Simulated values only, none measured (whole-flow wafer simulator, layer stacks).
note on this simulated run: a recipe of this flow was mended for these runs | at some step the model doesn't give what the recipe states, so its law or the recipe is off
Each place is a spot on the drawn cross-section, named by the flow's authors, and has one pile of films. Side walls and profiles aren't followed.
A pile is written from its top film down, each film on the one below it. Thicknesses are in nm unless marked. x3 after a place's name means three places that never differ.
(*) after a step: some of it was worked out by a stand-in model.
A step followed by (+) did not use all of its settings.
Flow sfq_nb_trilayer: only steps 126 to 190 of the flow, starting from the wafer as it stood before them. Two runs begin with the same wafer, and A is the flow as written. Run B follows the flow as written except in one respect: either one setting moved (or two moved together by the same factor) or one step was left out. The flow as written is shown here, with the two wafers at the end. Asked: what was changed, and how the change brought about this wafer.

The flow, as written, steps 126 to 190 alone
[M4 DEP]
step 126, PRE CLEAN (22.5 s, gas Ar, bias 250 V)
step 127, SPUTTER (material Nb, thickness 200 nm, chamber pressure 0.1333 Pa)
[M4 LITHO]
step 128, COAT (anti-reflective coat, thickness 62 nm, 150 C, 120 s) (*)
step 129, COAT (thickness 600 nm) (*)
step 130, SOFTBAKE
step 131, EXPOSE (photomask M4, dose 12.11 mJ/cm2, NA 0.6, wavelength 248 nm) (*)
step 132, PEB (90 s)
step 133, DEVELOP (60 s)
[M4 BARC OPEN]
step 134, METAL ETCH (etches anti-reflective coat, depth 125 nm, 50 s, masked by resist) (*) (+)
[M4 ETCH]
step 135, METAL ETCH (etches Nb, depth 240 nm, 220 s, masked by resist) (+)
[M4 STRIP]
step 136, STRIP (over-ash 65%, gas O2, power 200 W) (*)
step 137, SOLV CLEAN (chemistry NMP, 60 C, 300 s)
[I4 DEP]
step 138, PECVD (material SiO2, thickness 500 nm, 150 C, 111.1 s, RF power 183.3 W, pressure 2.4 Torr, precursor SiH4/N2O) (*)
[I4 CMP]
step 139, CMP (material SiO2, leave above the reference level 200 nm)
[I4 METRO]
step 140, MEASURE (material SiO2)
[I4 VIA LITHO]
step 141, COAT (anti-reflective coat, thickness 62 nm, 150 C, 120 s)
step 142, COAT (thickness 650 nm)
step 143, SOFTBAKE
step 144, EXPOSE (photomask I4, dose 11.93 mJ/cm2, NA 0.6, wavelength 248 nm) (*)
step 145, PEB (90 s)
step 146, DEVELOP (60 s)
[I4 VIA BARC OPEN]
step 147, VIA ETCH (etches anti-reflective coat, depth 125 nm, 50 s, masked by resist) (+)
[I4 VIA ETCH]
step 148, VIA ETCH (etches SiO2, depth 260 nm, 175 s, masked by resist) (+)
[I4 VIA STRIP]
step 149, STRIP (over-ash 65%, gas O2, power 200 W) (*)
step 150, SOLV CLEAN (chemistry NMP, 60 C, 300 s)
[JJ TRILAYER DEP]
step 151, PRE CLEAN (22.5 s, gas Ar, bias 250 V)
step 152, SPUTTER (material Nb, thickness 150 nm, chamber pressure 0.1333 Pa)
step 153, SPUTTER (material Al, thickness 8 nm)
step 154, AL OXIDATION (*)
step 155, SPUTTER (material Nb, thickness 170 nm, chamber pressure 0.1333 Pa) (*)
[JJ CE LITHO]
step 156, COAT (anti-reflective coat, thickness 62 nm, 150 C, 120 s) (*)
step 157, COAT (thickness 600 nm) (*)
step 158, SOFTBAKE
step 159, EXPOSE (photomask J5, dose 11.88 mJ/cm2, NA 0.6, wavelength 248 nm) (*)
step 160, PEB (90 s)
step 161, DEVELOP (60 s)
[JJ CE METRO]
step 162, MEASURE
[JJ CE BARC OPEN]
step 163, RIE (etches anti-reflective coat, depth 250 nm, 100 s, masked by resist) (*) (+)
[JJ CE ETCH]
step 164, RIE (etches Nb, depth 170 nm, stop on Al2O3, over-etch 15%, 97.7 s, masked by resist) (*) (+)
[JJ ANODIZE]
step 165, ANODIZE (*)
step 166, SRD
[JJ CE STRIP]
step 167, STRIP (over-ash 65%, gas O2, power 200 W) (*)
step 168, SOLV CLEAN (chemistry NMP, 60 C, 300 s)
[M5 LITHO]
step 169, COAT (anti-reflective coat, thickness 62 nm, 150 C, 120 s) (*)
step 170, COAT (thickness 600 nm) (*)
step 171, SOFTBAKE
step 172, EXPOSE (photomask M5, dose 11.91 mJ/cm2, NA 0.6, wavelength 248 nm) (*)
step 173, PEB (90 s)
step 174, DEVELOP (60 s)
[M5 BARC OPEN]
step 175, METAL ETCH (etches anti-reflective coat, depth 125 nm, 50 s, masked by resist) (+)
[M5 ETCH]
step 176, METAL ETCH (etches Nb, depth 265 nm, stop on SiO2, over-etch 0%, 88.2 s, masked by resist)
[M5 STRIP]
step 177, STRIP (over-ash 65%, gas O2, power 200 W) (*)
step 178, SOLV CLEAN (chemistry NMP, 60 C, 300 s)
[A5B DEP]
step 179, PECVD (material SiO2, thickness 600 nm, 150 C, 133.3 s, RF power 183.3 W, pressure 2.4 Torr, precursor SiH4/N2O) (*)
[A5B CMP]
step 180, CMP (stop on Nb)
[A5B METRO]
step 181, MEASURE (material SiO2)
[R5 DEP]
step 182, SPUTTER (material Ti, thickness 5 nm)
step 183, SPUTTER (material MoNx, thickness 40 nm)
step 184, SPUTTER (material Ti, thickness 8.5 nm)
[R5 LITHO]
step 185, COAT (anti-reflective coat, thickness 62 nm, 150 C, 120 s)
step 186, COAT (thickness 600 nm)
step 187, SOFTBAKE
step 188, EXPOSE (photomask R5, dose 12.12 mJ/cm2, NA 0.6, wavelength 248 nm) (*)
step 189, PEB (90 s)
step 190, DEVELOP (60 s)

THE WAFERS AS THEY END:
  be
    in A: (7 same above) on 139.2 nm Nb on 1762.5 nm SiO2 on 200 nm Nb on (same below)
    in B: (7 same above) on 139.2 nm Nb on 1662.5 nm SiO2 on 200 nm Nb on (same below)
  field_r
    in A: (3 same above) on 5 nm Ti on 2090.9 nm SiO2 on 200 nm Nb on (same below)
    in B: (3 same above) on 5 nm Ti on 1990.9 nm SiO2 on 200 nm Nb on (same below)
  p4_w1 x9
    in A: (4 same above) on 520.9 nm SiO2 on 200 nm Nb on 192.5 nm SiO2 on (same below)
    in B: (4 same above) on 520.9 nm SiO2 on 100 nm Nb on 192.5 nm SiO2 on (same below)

What caused this: step 127, SPUTTER: thickness 100 nm was run, while the flow as written has thickness 200 nm.
The wafer itself shows it: p4_w1 x9 has Nb 100, and step 127 as written asks for 200 nm.

Step by step, how the change led to this:
  step 127, SPUTTER (material Nb, thickness 200 nm, chamber pressure 0.1333 Pa)
      field_l, v_sur, via_wl and 102 more: A Nb gains 200 (new film) | B Nb gains 100 (new film)
      via_v: A Nb gains 164.5 | B Nb gains 81.9
  step 128, COAT (anti-reflective coat, thickness 62 nm, 150 C, 120 s) (*)
      via_v: A anti-reflective coat gains 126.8 (new film) | B anti-reflective coat gains 121.9 (new film)
      wire: A anti-reflective coat gains 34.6 (new film) | B anti-reflective coat gains 33.6 (new film)
  step 135, METAL ETCH (etches Nb, depth 240 nm, 220 s, masked by resist) (+)
      field_l, be, be_sur and 64 more: A Nb loses 200 (all of it), SiO2 loses 4 | B Nb loses 100 (all of it), SiO2 loses 14
  step 136, STRIP (over-ash 65%, gas O2, power 200 W) (*)
      via_v: A KrF-resist-other-grade loses 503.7 (all of it), anti-reflective coat loses 126.8 (all of it) | B KrF-resist-other-grade loses 494.6 (all of it), anti-reflective coat loses 121.9 (all of it)
      wire: A KrF-resist-other-grade loses 369 (all of it), anti-reflective coat loses 34.6 (all of it) | B KrF-resist-other-grade loses 371.7 (all of it), anti-reflective coat loses 33.6 (all of it)
  step 138, PECVD (material SiO2, thickness 500 nm, 150 C, 111.1 s, RF power 183.3 W, pressure 2.4 Torr, precursor SiH4/N2O) (*)
      p3_s0 x6: A SiO2 gains 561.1 | B SiO2 gains 500
      via_v: A SiO2 gains 621.2 (new film) | B SiO2 gains 592.7 (new film)
  step 139, CMP (material SiO2, leave above the reference level 200 nm)
      field_l, be, be_sur and 55 more: A SiO2 loses 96 | B SiO2 loses 186
      p3_s0 x6: A SiO2 loses 157.1 | B SiO2 loses 186
      (as well as at 4 more places)
